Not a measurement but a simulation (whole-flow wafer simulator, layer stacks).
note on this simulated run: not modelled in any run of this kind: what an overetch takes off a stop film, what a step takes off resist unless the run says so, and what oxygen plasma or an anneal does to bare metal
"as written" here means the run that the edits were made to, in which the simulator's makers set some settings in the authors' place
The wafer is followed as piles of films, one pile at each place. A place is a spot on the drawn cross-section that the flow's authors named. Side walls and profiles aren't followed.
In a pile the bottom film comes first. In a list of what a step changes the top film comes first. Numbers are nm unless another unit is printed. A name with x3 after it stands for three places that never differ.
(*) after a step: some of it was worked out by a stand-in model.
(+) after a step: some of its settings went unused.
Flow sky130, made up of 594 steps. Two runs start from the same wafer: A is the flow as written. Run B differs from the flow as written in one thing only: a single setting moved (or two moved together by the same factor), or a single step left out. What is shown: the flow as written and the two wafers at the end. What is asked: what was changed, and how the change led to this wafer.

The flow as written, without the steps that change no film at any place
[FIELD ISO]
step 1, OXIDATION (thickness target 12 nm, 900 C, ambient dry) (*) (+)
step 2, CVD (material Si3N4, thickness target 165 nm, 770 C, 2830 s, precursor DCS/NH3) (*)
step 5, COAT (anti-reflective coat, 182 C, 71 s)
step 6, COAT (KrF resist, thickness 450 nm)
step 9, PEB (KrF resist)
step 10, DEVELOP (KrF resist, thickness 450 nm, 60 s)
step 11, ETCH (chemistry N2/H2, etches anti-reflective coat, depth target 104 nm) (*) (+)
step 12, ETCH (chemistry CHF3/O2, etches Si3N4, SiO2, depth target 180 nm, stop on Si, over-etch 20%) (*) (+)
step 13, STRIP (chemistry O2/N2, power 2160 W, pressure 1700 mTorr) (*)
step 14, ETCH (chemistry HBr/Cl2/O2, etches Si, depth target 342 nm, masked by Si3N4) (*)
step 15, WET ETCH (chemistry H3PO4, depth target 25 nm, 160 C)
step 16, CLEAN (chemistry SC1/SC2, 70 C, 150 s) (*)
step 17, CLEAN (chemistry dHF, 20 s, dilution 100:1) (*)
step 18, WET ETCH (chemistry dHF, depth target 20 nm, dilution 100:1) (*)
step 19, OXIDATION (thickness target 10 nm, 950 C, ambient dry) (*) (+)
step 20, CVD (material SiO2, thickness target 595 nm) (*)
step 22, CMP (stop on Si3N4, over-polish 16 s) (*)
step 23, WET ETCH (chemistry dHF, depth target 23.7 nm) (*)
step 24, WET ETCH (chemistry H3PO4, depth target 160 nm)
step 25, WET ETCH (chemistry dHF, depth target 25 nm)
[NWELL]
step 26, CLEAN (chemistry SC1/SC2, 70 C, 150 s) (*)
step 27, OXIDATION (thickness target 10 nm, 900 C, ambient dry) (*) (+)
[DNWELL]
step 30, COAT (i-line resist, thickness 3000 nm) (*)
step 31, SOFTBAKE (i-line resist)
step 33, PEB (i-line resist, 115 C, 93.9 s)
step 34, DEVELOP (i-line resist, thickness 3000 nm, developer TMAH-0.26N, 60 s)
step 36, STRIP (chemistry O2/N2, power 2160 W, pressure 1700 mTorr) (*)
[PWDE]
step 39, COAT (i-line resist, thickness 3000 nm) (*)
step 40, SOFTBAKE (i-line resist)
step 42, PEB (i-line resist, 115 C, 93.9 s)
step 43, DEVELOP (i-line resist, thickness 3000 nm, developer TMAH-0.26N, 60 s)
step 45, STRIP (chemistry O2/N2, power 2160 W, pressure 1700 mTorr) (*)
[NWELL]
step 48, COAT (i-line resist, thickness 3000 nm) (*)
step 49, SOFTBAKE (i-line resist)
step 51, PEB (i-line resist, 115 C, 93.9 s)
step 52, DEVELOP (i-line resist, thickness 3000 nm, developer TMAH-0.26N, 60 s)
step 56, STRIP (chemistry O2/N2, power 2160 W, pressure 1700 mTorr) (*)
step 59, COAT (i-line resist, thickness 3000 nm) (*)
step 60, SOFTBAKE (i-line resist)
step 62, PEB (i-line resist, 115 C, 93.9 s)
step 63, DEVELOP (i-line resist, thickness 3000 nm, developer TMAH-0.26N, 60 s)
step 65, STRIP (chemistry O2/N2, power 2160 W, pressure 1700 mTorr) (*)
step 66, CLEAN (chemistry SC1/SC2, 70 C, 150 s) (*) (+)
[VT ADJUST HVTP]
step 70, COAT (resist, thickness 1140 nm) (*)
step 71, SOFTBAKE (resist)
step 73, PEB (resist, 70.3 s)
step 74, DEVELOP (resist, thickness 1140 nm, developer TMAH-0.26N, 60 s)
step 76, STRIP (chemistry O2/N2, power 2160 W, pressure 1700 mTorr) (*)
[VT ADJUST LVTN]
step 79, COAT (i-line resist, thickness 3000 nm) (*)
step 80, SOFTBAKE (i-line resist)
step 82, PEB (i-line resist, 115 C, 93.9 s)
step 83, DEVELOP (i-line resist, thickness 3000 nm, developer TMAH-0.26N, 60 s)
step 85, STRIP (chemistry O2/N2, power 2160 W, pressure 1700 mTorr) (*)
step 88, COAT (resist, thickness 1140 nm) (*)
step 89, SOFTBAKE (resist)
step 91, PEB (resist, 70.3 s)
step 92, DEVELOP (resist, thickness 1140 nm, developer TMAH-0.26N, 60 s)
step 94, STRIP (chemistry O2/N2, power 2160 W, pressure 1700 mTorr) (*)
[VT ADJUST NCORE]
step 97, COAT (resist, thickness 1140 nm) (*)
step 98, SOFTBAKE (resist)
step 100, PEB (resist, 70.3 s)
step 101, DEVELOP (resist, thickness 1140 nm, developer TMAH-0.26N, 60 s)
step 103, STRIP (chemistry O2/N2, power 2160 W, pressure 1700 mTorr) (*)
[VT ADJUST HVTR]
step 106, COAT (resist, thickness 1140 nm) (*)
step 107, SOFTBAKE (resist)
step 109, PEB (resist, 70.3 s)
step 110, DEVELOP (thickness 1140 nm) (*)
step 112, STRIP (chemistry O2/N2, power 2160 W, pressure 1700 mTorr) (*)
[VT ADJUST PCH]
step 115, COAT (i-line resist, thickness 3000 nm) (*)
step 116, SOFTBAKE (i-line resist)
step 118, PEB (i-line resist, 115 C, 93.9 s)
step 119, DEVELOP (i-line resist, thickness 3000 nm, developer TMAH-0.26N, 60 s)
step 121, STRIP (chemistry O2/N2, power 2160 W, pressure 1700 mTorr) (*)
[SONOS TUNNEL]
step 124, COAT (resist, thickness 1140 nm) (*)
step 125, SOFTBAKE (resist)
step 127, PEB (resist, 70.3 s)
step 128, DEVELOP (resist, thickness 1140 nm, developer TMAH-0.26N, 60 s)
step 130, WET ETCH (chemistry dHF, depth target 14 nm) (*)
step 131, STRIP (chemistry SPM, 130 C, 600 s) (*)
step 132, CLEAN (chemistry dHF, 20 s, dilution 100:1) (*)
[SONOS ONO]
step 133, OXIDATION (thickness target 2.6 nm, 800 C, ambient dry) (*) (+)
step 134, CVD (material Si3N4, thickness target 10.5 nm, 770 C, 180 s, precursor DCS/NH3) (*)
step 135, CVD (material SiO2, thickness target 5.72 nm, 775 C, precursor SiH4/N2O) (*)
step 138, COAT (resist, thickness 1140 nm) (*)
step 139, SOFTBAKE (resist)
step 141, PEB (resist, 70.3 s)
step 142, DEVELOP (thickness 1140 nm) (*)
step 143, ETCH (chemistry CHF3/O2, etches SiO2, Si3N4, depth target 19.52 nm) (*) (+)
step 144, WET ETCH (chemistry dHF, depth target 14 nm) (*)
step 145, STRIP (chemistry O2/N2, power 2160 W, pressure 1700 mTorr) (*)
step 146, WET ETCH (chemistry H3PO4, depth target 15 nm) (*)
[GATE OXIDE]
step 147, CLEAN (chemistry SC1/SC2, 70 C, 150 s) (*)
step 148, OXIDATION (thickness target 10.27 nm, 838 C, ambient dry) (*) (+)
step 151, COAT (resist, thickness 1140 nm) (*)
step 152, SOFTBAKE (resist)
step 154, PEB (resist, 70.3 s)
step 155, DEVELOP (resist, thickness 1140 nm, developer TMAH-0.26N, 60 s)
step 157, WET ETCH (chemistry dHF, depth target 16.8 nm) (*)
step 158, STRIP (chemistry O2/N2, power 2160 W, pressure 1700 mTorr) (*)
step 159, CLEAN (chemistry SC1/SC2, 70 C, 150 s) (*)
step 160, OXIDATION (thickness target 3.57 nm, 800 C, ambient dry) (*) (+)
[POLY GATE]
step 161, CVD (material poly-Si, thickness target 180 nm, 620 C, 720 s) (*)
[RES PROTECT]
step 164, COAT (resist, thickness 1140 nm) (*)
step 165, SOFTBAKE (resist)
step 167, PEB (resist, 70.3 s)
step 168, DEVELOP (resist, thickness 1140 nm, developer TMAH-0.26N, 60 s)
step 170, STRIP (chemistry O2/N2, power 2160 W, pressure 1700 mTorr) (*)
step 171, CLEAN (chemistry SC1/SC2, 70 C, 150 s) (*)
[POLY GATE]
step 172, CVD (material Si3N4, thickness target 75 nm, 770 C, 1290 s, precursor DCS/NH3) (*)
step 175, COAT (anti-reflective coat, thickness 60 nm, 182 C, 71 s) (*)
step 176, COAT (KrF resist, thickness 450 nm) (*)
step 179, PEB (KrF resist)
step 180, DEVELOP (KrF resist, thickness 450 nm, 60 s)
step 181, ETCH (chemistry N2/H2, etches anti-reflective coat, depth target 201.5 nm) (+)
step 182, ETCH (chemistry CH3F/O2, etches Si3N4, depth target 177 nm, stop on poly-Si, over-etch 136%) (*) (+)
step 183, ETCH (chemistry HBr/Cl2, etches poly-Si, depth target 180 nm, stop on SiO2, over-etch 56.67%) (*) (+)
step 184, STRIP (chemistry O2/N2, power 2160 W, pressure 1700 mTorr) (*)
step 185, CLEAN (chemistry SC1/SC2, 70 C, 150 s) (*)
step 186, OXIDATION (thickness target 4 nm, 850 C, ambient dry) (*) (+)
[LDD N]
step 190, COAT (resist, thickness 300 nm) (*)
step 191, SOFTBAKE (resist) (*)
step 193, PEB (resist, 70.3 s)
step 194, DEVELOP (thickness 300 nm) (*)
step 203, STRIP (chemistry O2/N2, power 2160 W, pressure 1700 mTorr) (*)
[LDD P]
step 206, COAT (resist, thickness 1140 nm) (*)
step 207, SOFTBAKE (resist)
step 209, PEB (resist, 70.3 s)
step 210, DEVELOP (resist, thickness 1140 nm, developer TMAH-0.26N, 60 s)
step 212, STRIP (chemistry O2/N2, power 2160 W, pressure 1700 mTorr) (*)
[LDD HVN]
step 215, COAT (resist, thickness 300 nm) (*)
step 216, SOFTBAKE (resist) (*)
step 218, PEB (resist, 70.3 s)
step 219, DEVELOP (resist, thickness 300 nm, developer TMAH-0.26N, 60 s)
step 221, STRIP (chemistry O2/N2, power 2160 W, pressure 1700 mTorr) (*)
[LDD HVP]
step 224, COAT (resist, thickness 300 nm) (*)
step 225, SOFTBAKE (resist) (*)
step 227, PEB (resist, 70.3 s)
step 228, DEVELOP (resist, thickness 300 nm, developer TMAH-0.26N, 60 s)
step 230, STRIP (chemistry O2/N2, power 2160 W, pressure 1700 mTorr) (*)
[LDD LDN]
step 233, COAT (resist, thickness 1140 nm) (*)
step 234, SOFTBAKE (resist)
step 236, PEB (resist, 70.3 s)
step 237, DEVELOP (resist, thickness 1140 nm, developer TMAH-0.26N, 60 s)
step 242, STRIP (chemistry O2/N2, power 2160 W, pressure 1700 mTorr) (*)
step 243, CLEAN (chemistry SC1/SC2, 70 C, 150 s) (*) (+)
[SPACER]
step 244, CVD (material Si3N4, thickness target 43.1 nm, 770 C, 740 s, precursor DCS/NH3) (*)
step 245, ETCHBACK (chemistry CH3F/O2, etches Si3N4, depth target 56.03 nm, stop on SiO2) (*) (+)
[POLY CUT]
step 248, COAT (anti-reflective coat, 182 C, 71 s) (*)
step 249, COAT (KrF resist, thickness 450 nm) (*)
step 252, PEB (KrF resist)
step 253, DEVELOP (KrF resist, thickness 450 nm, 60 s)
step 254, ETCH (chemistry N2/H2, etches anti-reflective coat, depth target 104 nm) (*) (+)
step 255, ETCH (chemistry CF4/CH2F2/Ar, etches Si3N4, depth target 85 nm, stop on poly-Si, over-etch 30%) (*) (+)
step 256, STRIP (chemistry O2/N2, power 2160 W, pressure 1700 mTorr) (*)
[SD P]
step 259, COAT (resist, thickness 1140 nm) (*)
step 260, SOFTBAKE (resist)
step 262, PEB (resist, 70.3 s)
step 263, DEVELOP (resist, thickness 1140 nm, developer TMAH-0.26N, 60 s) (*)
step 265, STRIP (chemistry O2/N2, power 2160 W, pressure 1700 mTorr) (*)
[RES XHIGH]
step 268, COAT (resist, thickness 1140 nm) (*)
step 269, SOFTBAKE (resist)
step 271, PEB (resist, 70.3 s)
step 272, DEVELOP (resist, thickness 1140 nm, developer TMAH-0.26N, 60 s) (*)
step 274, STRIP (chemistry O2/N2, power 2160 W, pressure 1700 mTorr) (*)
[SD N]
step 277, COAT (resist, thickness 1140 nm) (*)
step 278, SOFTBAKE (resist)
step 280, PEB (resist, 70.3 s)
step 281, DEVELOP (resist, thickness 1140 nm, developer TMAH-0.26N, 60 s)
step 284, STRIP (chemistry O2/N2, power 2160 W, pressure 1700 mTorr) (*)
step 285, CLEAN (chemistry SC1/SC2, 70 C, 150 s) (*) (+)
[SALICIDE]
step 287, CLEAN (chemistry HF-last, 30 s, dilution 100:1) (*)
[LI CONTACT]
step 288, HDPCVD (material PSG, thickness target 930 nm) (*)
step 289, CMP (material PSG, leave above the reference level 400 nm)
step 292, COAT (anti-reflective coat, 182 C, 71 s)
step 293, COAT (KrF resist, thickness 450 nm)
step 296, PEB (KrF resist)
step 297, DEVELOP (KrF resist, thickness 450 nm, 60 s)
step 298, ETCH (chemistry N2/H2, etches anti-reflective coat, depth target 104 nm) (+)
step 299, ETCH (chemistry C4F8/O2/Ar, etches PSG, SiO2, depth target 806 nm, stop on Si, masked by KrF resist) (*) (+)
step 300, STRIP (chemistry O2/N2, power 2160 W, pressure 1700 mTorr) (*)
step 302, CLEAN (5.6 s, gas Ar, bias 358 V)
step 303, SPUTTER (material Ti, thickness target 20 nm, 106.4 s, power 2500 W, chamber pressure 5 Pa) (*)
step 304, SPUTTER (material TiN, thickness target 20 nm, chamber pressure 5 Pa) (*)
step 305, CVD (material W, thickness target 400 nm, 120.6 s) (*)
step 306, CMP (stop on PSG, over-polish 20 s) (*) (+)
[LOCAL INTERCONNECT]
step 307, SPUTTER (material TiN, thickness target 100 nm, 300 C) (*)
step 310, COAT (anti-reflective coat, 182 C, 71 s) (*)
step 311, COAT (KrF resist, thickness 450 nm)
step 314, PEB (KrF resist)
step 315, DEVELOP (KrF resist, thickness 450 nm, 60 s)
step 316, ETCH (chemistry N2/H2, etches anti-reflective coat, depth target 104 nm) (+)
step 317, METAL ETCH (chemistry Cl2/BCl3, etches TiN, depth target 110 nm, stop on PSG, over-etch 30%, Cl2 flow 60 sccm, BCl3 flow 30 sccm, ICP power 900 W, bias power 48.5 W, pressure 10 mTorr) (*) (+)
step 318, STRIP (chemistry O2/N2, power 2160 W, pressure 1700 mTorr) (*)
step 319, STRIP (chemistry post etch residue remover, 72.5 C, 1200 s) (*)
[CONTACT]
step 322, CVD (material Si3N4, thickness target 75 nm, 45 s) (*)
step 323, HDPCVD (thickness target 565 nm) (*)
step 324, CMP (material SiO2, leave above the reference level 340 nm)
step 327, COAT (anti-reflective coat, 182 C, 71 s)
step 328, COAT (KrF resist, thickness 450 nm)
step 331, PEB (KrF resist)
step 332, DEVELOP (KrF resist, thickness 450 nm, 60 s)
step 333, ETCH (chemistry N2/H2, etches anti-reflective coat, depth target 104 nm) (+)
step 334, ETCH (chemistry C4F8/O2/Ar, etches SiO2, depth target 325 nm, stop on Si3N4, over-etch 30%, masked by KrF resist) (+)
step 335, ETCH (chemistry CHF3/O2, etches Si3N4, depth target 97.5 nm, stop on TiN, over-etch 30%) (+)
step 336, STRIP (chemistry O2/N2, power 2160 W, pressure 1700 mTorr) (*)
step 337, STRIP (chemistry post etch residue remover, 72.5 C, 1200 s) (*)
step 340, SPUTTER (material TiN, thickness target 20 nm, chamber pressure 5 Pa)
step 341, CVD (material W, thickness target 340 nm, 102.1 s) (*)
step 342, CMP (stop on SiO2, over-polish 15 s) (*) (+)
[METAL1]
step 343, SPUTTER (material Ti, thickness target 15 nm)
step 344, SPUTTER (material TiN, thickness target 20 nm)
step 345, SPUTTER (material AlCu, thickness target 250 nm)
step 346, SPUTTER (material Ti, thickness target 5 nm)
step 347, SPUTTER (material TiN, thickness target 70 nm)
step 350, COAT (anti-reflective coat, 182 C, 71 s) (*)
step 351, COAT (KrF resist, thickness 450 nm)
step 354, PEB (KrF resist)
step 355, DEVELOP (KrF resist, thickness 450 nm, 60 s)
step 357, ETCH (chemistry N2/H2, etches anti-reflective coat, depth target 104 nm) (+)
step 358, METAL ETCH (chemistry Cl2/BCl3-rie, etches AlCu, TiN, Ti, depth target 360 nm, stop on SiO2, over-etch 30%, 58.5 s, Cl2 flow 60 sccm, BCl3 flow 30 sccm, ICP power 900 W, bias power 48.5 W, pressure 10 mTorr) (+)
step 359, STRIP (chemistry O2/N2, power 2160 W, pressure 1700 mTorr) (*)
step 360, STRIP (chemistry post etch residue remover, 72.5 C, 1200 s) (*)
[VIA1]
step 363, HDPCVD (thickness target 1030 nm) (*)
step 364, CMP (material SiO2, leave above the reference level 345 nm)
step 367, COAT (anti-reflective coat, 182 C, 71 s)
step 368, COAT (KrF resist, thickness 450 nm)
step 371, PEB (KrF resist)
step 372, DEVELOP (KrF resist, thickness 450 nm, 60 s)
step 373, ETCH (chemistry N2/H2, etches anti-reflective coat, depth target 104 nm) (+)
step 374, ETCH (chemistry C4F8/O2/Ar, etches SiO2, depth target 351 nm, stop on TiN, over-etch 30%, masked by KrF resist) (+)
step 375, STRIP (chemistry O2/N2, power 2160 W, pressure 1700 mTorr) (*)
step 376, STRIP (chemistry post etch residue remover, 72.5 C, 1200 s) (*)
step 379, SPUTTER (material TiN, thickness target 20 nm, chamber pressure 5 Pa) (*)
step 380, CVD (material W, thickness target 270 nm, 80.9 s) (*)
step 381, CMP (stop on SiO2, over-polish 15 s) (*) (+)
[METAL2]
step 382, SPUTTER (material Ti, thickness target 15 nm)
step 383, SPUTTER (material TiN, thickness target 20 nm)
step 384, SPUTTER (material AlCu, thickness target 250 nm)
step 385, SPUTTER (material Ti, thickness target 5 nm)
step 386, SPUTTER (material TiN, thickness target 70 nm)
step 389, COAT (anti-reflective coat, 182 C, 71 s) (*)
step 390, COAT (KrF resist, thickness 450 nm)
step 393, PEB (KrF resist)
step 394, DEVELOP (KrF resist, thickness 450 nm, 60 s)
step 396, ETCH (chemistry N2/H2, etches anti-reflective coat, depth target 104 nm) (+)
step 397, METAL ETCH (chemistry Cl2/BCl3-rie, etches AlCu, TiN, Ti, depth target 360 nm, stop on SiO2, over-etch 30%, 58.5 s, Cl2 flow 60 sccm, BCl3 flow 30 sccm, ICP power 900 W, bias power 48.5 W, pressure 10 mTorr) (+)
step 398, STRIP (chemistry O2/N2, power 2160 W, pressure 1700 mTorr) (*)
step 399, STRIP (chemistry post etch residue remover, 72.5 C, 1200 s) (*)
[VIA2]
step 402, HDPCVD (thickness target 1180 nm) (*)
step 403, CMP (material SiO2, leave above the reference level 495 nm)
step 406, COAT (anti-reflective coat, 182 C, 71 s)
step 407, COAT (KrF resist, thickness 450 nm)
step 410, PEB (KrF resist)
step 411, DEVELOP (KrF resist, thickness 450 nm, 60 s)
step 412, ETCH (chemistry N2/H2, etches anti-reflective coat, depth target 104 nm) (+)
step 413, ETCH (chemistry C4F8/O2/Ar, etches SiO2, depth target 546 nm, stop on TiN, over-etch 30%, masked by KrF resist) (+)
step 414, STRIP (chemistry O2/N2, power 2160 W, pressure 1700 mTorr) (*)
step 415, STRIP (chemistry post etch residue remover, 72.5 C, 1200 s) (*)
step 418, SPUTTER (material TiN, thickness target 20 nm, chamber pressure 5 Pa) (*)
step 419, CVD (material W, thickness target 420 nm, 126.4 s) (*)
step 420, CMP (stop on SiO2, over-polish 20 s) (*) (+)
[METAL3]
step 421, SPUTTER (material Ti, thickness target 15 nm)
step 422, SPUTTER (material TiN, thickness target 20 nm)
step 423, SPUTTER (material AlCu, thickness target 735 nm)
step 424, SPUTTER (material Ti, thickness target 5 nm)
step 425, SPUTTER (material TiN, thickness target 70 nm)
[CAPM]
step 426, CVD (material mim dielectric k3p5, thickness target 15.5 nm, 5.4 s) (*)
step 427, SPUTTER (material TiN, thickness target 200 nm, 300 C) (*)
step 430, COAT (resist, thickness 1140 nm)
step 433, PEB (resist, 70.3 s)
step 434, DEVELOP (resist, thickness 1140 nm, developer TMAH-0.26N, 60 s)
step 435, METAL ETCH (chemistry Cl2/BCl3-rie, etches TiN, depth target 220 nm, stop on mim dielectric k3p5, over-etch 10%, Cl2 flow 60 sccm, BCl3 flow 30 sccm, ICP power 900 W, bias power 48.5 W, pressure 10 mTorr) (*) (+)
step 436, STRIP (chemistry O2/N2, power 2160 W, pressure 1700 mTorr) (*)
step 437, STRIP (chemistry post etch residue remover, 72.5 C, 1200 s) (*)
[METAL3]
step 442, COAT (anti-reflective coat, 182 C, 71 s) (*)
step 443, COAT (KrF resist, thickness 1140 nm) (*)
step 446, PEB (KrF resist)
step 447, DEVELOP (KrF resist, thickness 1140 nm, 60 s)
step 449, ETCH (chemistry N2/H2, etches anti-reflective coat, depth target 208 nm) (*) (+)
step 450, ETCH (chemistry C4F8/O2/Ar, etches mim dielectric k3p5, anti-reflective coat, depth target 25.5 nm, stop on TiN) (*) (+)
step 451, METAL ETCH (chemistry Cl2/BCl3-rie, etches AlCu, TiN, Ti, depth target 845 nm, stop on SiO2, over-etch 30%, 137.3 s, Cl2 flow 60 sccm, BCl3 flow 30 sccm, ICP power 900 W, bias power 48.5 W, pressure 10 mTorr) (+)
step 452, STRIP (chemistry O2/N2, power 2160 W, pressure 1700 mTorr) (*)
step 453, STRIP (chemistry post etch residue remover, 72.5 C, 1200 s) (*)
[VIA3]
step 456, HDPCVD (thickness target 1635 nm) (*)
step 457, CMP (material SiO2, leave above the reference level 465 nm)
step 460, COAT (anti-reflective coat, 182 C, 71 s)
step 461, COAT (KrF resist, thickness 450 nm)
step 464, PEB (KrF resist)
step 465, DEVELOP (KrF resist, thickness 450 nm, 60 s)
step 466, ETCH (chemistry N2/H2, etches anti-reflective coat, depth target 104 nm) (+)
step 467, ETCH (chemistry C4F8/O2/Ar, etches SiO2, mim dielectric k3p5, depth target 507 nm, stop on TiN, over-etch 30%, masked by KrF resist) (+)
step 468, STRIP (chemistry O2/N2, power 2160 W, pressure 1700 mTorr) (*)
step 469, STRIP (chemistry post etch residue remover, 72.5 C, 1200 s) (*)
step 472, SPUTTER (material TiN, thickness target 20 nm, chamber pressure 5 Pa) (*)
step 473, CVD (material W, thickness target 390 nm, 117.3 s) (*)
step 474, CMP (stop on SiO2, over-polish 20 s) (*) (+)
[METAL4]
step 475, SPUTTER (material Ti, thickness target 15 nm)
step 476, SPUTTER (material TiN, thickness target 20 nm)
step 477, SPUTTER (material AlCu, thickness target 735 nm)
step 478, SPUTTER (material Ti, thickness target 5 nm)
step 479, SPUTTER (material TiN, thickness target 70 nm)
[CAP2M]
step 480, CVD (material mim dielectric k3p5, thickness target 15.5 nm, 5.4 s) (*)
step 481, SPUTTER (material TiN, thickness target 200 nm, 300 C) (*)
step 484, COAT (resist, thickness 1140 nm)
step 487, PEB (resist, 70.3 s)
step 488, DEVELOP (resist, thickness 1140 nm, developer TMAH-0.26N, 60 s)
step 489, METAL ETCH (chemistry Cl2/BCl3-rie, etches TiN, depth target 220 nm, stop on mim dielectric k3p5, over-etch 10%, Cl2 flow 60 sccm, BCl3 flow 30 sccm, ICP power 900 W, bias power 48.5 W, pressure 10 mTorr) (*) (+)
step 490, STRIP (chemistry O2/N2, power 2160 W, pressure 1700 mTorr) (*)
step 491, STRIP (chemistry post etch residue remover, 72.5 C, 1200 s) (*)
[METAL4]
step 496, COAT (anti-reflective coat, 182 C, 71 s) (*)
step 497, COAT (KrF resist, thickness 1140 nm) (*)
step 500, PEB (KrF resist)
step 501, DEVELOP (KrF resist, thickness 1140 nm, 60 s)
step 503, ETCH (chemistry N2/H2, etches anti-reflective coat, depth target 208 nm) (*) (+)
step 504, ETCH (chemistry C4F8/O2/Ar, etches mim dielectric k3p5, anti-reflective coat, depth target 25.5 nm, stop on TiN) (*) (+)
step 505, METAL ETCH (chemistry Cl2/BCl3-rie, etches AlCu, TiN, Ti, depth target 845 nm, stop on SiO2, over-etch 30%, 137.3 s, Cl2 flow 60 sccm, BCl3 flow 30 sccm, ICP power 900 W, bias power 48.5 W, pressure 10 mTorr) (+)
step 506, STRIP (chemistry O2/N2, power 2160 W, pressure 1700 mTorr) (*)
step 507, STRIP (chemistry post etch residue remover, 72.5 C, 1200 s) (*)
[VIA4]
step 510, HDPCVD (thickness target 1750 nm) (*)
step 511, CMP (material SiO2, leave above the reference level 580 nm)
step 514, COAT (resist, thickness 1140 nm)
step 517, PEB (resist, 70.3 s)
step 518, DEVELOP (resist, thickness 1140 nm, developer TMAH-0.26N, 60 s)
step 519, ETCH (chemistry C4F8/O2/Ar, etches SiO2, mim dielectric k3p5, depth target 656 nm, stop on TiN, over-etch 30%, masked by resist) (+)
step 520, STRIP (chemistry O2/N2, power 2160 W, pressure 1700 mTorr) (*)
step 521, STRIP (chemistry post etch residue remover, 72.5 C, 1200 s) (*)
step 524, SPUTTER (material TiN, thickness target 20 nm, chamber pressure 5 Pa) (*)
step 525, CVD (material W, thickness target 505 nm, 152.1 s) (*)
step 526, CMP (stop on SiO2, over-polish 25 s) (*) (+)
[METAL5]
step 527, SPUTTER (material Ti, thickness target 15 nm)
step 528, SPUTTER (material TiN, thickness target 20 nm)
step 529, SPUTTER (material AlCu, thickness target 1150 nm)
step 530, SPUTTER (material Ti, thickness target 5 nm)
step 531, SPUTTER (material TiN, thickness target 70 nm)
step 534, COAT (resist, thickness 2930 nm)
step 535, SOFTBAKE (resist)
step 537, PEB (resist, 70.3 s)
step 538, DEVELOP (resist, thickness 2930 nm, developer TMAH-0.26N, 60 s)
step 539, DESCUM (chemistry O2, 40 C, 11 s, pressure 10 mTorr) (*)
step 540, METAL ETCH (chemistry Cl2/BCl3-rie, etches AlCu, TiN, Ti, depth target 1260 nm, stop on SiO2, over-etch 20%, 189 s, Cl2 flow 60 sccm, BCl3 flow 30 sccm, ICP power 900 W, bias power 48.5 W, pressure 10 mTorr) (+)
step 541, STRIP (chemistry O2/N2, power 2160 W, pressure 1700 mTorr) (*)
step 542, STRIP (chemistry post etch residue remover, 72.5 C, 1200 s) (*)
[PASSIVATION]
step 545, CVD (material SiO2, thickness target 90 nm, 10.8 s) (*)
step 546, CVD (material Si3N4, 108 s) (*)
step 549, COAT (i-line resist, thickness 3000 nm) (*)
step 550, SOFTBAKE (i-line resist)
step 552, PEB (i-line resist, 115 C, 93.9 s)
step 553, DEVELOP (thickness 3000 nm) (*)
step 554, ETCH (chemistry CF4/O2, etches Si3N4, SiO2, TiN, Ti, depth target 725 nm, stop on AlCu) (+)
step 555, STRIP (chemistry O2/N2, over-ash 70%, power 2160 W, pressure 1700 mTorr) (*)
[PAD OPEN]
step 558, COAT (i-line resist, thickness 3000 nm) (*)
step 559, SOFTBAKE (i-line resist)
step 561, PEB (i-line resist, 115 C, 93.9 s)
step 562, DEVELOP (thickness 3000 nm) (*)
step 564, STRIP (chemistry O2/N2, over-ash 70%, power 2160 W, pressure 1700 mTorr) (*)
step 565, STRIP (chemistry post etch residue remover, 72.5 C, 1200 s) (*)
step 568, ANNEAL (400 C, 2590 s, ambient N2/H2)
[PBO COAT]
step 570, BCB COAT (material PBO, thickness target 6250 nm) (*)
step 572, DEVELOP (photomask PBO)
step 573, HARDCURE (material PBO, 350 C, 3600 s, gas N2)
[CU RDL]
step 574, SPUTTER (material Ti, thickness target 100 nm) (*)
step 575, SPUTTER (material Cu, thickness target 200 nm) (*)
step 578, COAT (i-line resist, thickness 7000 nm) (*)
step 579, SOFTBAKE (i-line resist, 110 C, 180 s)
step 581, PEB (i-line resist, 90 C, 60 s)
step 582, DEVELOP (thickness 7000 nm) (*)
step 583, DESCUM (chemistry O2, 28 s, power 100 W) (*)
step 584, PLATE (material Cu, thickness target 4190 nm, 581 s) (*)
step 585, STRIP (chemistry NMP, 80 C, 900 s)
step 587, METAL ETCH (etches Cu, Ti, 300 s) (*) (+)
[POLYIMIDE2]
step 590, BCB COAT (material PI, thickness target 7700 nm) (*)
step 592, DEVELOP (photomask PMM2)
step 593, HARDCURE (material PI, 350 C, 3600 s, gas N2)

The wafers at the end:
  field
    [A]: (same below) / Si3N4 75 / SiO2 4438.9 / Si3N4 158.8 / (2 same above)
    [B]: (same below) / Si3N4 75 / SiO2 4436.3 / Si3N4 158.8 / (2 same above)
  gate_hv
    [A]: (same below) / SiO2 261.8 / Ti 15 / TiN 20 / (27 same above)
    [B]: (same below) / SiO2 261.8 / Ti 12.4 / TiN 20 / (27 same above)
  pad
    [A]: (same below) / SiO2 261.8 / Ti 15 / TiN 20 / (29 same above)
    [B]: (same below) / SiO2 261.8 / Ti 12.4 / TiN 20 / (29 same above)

Cause: step 343, SPUTTER: thickness target 12.4 nm was run, while the flow as written has thickness target 15 nm.
The wafer itself shows it: gate_hv has Ti 12.4, and step 343 as written asks for 15 nm.

The path from the change to this, step by step:
  step 343, SPUTTER (material Ti, thickness target 15 nm)
      field, active, n_well and 188 more: A Ti gains 15 (new film) | B Ti gains 12.4 (new film)
  step 358, METAL ETCH (chemistry Cl2/BCl3-rie, etches AlCu, TiN, Ti, depth target 360 nm, stop on SiO2, over-etch 30%, 58.5 s, Cl2 flow 60 sccm, BCl3 flow 30 sccm, ICP power 900 W, bias power 48.5 W, pressure 10 mTorr) (+)
      field, active, gate and 81 more: A TiN loses 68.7 (all of it), Ti loses 5 (all of it), AlCu loses 250 (all of it), TiN loses 20 (all of it), Ti loses 15 (all of it), SiO2 loses 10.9 | B TiN loses 68.7 (all of it), Ti loses 5 (all of it), AlCu loses 250 (all of it), TiN loses 20 (all of it), Ti loses 12.4 (all of it), SiO2 loses 11.2
